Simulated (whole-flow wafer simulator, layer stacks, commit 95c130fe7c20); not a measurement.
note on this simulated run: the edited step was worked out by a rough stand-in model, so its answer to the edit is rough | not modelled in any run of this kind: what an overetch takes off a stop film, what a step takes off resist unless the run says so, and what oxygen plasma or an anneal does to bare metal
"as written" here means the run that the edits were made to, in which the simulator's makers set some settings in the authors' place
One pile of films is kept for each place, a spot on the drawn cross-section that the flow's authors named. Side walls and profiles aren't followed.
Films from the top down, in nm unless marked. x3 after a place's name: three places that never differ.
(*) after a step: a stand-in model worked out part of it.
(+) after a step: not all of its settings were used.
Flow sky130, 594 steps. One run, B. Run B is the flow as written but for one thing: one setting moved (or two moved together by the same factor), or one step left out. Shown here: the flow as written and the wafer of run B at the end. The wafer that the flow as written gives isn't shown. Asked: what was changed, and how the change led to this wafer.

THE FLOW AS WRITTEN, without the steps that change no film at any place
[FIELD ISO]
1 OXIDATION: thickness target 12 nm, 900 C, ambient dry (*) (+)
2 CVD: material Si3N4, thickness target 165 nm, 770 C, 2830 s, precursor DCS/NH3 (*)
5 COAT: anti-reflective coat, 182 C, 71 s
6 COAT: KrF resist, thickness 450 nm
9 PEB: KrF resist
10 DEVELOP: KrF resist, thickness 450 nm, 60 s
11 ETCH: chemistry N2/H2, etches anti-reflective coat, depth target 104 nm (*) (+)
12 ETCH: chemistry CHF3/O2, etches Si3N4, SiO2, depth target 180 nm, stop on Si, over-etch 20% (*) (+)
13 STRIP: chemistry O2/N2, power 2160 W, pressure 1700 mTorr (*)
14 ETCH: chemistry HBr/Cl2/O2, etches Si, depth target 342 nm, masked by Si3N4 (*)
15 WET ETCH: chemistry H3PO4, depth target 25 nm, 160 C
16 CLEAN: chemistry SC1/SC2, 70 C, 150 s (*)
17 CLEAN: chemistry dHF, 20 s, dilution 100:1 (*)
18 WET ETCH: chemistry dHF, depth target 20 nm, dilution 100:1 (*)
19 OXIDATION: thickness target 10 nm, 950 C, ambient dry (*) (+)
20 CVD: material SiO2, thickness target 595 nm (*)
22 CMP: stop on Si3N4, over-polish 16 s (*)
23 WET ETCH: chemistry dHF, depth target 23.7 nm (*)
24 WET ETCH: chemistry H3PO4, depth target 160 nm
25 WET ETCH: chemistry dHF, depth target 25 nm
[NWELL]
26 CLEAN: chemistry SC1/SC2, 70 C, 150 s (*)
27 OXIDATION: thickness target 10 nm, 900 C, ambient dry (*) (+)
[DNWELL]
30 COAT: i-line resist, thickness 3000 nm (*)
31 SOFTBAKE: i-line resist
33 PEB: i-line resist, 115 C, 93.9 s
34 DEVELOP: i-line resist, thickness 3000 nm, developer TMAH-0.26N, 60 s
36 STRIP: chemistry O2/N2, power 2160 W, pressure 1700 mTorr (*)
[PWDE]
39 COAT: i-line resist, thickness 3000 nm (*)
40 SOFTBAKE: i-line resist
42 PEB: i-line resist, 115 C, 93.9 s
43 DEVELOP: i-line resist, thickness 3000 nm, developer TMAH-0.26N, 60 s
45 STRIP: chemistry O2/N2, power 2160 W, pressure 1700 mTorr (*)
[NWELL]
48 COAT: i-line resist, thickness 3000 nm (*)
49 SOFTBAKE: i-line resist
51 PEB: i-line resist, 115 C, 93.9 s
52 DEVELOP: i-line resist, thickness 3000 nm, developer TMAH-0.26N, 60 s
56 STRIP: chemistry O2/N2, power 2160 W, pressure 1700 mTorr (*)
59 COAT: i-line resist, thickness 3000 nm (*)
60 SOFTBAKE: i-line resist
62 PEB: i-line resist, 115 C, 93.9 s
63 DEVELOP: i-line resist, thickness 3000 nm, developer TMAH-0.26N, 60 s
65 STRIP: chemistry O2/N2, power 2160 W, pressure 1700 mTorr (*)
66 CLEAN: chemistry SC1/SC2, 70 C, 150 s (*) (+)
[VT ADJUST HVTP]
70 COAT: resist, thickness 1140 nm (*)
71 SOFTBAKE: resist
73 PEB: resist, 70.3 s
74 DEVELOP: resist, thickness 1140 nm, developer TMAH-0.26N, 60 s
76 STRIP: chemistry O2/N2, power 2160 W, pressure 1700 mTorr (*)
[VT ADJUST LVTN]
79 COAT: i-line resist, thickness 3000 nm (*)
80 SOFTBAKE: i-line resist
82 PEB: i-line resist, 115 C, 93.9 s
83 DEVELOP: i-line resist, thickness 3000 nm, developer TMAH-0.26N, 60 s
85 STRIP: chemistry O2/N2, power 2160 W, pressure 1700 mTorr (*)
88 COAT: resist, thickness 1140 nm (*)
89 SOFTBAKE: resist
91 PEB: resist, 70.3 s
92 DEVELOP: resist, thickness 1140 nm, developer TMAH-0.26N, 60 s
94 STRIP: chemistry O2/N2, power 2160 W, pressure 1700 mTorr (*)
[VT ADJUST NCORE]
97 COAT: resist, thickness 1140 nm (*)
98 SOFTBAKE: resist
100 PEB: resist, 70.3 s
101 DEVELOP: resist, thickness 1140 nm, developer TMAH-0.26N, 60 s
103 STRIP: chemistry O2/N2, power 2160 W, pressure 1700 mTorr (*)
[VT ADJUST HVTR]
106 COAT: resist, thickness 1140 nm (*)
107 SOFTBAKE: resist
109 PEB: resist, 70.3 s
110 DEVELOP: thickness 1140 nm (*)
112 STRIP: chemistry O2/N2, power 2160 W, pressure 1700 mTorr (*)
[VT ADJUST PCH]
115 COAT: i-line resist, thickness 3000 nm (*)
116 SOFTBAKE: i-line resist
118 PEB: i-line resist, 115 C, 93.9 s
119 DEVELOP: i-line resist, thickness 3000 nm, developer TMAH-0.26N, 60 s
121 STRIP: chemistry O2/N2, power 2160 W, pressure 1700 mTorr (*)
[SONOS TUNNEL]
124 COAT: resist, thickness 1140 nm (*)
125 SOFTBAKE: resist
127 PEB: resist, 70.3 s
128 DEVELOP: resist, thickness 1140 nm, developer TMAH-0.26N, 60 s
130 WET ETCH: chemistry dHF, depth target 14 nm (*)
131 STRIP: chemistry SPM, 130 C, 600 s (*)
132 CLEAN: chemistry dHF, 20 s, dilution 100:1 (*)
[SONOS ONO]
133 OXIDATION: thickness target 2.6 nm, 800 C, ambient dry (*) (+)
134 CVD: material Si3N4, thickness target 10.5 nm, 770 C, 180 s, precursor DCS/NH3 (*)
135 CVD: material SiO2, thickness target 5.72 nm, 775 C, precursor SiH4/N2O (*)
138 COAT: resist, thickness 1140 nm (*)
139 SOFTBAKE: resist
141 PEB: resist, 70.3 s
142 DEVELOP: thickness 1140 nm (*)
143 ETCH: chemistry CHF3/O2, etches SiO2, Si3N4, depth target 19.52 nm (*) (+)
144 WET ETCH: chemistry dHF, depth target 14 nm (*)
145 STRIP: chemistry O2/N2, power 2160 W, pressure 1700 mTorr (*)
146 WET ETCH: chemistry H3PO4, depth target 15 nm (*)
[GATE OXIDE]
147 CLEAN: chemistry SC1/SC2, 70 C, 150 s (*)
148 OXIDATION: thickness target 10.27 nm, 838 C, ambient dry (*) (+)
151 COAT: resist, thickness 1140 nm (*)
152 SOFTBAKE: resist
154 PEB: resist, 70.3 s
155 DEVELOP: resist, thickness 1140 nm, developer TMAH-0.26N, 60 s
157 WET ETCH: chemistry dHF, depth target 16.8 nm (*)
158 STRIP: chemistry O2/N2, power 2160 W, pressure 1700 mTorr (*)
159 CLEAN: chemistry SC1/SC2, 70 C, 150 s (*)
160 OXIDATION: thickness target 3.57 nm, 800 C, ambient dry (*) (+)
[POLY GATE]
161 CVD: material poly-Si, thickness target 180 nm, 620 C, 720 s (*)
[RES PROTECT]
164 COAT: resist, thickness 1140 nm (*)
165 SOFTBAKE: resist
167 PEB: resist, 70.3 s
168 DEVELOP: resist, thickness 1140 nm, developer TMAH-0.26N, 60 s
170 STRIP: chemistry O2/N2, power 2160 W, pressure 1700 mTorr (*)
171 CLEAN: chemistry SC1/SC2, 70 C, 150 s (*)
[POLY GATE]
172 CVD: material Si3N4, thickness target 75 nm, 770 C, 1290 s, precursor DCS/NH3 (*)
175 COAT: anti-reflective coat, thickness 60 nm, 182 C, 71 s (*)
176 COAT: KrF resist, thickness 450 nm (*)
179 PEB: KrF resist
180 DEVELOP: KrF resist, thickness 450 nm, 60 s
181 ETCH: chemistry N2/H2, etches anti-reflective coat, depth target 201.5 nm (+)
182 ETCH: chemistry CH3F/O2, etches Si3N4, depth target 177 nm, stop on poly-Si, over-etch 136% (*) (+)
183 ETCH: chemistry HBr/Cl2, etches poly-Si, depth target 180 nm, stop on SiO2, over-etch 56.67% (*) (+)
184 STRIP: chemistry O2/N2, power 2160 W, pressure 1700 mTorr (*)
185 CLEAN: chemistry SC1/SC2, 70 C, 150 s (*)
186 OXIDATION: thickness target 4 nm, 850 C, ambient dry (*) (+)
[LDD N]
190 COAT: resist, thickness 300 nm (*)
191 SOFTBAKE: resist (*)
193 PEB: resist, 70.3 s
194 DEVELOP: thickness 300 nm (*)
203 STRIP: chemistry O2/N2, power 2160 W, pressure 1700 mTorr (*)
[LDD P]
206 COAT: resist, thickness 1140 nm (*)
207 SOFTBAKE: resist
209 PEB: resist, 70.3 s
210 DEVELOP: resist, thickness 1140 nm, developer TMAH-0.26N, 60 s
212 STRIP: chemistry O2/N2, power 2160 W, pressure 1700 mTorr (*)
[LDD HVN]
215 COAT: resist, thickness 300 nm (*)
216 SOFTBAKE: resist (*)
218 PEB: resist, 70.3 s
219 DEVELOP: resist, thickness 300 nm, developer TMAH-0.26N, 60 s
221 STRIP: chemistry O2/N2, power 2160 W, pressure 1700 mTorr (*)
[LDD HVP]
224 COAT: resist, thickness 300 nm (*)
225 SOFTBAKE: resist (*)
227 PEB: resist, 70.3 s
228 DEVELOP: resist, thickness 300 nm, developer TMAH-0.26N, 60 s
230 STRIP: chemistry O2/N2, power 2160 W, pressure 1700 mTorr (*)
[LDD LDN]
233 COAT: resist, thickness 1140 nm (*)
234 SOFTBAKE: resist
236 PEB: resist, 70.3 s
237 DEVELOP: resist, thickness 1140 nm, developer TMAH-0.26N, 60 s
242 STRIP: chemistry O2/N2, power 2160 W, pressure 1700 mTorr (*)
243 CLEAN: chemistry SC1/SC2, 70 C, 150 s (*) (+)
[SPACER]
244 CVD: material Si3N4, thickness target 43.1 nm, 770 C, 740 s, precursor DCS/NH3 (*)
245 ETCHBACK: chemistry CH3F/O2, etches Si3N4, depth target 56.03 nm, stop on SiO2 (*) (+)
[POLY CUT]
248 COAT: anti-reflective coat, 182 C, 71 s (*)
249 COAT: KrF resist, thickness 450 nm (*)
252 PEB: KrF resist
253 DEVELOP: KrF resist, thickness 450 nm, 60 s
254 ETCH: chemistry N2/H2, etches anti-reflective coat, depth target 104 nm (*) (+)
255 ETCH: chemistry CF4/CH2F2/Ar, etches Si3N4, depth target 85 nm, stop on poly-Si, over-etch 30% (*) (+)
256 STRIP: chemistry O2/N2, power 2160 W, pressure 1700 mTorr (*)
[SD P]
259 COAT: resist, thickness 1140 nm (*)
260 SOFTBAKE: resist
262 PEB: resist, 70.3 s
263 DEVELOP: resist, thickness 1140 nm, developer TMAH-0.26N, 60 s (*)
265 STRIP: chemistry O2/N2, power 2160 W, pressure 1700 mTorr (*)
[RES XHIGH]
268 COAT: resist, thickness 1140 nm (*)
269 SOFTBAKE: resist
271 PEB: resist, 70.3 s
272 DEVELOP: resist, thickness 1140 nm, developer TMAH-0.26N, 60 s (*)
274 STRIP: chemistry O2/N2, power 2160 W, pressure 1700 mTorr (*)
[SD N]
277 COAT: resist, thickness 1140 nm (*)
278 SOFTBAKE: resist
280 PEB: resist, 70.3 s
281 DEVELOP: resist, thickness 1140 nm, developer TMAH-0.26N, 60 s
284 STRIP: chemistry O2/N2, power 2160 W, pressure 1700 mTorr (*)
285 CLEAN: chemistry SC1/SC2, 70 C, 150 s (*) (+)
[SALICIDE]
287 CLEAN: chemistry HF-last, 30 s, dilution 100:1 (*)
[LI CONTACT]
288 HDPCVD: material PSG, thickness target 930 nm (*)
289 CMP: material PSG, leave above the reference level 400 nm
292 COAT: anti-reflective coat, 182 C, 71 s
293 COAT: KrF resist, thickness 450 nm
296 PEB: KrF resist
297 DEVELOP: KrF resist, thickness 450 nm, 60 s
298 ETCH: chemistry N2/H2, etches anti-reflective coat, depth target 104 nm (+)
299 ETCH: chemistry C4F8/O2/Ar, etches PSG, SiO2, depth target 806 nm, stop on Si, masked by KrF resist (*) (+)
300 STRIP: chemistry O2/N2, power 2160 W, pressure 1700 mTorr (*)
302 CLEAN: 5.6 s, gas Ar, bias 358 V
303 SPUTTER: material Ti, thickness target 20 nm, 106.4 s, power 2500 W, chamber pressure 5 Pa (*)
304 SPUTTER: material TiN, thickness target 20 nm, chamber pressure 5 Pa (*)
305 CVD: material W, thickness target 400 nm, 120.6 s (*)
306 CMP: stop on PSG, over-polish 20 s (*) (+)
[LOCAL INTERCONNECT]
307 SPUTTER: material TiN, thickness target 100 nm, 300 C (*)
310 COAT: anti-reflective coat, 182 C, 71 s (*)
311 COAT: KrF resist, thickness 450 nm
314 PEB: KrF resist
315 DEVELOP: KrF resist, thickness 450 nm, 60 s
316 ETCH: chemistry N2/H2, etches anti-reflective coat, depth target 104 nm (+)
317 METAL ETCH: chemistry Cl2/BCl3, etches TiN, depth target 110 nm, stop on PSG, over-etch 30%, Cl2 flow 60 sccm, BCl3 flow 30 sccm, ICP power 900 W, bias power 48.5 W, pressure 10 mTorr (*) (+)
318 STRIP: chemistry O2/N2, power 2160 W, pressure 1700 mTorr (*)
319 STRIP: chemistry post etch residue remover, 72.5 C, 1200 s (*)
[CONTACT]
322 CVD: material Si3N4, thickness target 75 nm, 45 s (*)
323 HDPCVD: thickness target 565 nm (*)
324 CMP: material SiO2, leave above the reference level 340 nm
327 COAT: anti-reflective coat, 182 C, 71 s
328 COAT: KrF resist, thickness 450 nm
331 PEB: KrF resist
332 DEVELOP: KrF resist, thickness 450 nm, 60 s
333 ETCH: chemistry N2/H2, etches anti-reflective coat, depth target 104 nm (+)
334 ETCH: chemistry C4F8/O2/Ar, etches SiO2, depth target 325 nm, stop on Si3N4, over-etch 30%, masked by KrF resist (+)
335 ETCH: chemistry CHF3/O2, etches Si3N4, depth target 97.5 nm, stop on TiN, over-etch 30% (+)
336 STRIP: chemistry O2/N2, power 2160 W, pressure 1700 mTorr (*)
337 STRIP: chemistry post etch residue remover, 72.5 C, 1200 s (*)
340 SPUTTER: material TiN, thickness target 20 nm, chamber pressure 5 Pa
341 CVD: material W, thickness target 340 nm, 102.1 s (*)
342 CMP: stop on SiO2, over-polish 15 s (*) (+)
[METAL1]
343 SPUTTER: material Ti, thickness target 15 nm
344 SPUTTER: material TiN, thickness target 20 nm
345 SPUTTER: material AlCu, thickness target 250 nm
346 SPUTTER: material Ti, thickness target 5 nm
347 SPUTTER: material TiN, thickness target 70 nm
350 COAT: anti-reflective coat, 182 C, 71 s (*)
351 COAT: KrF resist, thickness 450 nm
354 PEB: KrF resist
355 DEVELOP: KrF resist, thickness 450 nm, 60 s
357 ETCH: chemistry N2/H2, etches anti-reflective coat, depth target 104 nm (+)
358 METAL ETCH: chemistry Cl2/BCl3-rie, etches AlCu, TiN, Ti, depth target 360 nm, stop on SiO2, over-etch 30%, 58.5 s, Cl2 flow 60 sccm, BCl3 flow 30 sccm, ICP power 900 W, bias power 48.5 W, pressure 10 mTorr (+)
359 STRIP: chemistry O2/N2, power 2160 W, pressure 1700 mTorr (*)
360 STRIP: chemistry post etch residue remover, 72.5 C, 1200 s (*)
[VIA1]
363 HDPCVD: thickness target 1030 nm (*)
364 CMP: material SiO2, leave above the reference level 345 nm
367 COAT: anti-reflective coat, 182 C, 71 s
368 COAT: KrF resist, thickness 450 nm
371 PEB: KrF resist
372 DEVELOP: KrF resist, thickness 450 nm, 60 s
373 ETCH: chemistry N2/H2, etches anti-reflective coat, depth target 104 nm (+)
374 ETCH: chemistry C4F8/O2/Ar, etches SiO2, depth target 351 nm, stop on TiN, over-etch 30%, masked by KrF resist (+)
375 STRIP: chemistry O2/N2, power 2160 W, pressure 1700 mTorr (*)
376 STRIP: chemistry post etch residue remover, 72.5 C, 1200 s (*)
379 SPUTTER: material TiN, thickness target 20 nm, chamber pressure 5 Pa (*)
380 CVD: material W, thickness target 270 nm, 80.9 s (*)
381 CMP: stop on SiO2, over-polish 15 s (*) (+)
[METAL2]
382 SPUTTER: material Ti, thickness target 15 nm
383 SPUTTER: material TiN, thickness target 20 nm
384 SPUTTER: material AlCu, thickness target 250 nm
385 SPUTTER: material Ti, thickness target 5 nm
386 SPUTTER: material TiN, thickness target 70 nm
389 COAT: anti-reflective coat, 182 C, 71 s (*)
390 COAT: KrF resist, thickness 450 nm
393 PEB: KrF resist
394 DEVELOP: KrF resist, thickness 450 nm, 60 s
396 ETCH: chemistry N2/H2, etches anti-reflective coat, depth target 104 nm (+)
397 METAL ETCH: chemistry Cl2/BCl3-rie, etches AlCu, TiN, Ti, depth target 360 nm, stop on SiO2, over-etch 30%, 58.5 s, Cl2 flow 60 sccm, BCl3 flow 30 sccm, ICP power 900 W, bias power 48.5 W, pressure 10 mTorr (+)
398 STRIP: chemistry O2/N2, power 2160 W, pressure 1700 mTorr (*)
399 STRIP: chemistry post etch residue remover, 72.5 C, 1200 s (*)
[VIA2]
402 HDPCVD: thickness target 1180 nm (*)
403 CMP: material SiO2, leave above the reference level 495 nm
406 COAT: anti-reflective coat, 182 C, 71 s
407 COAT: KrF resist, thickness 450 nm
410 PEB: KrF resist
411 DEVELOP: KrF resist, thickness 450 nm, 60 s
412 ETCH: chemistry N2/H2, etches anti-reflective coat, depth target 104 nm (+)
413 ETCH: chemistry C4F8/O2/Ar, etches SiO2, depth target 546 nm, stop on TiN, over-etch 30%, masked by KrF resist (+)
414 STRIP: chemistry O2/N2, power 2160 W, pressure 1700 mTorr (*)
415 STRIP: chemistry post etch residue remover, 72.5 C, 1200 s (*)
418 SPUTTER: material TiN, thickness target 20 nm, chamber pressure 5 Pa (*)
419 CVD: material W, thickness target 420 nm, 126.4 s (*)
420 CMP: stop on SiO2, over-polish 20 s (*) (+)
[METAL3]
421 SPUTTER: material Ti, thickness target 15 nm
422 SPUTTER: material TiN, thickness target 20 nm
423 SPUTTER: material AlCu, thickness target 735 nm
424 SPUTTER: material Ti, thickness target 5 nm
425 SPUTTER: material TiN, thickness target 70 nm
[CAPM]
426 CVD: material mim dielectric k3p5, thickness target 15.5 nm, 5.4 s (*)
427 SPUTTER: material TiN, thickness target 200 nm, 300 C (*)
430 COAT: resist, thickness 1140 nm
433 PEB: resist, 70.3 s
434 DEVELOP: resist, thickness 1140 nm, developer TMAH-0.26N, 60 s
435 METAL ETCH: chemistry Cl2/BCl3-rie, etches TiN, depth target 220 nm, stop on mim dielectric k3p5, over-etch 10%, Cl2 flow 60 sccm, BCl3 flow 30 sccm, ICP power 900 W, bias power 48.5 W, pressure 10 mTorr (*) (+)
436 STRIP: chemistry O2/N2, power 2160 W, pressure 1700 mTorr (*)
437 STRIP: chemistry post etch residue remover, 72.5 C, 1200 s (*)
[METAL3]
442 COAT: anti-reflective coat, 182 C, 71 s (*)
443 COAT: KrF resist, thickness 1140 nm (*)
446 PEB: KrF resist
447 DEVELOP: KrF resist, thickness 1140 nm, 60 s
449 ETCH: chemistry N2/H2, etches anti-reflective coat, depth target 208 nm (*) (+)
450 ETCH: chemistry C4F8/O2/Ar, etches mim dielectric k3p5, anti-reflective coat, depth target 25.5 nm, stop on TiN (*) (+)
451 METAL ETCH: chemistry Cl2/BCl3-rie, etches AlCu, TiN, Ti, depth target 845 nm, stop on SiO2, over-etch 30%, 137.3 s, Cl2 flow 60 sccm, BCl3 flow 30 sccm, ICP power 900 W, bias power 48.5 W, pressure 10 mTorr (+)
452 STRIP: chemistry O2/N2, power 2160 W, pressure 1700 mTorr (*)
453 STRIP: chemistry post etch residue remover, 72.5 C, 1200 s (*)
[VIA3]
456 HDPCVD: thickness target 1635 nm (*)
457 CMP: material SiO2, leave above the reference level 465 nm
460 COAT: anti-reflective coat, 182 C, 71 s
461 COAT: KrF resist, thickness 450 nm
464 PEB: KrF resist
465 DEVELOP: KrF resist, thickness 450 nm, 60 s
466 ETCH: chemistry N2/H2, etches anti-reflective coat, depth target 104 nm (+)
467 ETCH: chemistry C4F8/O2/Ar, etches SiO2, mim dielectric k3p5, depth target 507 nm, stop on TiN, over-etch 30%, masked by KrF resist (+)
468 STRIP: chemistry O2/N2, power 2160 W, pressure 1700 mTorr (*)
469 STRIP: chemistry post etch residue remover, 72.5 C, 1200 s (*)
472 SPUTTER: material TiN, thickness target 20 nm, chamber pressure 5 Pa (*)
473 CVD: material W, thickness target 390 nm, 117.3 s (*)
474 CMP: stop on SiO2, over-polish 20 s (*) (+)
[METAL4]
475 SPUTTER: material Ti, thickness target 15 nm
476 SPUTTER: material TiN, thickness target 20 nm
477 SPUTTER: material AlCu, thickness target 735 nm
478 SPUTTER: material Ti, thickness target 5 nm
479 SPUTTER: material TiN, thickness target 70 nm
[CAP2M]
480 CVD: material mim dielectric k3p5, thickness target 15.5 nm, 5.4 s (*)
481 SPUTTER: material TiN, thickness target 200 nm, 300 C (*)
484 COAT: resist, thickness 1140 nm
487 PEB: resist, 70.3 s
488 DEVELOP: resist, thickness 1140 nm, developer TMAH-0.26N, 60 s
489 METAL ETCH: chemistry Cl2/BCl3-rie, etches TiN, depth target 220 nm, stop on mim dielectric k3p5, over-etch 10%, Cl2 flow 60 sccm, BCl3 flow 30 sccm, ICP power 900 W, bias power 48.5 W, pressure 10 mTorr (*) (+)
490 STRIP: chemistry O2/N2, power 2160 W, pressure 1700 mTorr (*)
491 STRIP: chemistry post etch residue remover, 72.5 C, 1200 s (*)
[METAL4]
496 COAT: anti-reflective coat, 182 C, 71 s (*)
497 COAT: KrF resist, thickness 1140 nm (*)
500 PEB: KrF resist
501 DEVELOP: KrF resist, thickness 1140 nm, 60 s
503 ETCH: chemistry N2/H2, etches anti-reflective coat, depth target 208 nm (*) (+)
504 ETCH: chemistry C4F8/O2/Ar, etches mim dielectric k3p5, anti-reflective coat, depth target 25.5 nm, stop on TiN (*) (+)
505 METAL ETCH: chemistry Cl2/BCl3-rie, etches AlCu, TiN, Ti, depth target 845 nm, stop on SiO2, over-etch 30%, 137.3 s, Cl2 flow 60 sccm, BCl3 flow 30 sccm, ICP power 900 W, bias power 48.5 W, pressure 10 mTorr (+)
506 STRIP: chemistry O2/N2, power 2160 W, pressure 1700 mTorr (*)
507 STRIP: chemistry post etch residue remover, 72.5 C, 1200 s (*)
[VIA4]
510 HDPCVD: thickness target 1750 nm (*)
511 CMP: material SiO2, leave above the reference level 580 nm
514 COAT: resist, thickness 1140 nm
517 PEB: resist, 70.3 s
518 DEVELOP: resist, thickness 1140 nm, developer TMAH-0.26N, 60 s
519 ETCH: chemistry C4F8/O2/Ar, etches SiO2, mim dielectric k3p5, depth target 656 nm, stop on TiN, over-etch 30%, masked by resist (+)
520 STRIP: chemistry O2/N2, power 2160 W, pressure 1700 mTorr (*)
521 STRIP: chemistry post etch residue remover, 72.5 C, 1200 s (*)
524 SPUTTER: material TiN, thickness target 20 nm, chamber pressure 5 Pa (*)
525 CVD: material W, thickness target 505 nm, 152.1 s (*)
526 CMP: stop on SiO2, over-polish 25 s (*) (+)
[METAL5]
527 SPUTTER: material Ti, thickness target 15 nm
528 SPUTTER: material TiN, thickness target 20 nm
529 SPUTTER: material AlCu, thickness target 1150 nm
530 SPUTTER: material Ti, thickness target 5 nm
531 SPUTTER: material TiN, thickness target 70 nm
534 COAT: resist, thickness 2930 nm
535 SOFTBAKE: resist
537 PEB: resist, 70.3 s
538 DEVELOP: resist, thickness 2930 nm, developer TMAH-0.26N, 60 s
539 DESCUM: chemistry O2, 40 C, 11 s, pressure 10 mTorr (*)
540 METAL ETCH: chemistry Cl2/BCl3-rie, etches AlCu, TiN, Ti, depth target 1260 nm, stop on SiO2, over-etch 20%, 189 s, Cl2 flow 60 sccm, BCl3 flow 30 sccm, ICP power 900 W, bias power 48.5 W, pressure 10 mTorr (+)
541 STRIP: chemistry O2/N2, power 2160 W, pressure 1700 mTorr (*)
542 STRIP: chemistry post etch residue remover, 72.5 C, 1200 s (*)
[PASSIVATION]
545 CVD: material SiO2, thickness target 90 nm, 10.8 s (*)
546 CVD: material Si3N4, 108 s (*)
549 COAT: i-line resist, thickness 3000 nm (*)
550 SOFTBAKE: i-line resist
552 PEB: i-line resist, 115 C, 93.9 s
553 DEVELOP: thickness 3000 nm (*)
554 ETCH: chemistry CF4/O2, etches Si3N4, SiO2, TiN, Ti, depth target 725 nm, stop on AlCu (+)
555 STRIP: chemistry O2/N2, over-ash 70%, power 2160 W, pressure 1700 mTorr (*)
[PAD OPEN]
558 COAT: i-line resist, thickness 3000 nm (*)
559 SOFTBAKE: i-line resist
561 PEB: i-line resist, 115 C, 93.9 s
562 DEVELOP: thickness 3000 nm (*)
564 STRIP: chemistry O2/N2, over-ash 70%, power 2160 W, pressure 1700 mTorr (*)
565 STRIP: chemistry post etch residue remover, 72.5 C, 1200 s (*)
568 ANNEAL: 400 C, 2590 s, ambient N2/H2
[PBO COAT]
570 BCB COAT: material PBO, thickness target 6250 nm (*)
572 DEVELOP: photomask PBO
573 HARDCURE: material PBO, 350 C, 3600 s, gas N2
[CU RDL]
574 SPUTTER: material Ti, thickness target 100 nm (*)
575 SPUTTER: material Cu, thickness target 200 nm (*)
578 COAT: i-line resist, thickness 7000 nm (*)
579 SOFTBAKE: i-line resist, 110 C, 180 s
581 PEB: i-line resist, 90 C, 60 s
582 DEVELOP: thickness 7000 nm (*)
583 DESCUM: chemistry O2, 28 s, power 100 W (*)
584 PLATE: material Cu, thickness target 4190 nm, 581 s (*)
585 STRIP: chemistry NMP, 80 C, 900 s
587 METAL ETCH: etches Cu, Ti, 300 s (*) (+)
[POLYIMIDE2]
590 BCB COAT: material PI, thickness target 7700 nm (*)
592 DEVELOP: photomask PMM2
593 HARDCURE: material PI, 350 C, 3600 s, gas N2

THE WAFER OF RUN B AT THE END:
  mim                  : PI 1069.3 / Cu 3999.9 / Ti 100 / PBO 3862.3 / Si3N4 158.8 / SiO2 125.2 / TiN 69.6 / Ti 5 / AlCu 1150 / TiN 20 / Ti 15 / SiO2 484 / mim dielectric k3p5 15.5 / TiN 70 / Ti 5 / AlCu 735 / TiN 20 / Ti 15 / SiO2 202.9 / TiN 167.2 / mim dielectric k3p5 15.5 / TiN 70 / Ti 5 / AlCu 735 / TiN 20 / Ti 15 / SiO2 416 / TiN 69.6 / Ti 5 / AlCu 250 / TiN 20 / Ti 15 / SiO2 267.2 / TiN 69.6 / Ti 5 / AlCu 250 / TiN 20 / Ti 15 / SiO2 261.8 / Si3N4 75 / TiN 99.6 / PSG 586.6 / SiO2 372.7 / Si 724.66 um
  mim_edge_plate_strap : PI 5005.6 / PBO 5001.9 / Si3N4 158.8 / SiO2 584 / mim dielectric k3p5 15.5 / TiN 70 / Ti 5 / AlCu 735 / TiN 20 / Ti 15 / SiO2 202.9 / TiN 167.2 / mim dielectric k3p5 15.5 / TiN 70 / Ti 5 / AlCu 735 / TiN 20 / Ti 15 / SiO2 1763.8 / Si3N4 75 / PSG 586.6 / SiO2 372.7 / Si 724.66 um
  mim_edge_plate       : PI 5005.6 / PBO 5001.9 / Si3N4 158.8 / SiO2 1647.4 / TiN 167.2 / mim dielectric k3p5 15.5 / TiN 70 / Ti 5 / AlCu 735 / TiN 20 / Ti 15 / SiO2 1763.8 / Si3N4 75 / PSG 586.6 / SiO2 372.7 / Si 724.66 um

The cause: step 427, SPUTTER: thickness target 168 nm was run, where the flow has thickness target 200 nm.

How the change led to this, step by step:
  427 SPUTTER: material TiN, thickness target 200 nm, 300 C (*)
      field, active, n_well and 188 more: TiN +168 (new film) (as written it would be: TiN +200 (new film))
  435 METAL ETCH: chemistry Cl2/BCl3-rie, etches TiN, depth target 220 nm, stop on mim dielectric k3p5, over-etch 10%, Cl2 flow 60 sccm, BCl3 flow 30 sccm, ICP power 900 W, bias power 48.5 W, pressure 10 mTorr (*) (+)
      field, active, n_well and 185 more: TiN -168 (all of it) (as written it would be: TiN -200 (all of it))
      mim, mim_edge_plate_strap, mim_edge_plate: resist -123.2 (as written it would be: resist -146.7)
  436 STRIP: chemistry O2/N2, power 2160 W, pressure 1700 mTorr (*)
      mim, mim_edge_plate_strap, mim_edge_plate: resist -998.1 (all of it) (as written it would be: resist -974.6 (all of it))
  442 COAT: anti-reflective coat, 182 C, 71 s (*)
      rpm_encl, rpm_encl_psd, rpm_encl_urpm: anti-reflective coat +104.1 (new film) (as written it would be: anti-reflective coat +101.2 (new film))
      poly_licon, rpo_hd_licon: anti-reflective coat +66.3 (new film) (as written it would be: anti-reflective coat +57.6 (new film))
      (and at 5 more places)
  443 COAT: KrF resist, thickness 1140 nm (*)
      mim_edge_plate_strap, mim_edge_plate: KrF resist +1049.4 (new film) (as written it would be: KrF resist +1017.4 (new film))
      mim: KrF resist +1054.7 (new film) (as written it would be: KrF resist +1025.5 (new film))
  449 ETCH: chemistry N2/H2, etches anti-reflective coat, depth target 208 nm (*) (+)
      rpm_encl, rpm_encl_psd, rpm_encl_urpm: anti-reflective coat -104.1 (all of it) (as written it would be: anti-reflective coat -101.2 (all of it))
      poly_licon, rpo_hd_licon: anti-reflective coat -66.3 (all of it) (as written it would be: anti-reflective coat -57.6 (all of it))
      (and at 3 more places)
  452 STRIP: chemistry O2/N2, power 2160 W, pressure 1700 mTorr (*)
      mim_edge_plate_strap, mim_edge_plate: KrF resist -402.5 (all of it), anti-reflective coat -3 (all of it) (as written it would be: KrF resist -370.5 (all of it), anti-reflective coat -3 (all of it))
      mim: KrF resist -407.8 (all of it), anti-reflective coat -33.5 (all of it) (as written it would be: KrF resist -378.7 (all of it), anti-reflective coat -40.4 (all of it))
      (and at 1 more place)
  457 CMP: material SiO2, leave above the reference level 465 nm
      mim, mim_edge_plate_strap, mim_edge_plate: SiO2 -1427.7 (as written it would be: SiO2 -1459.7)
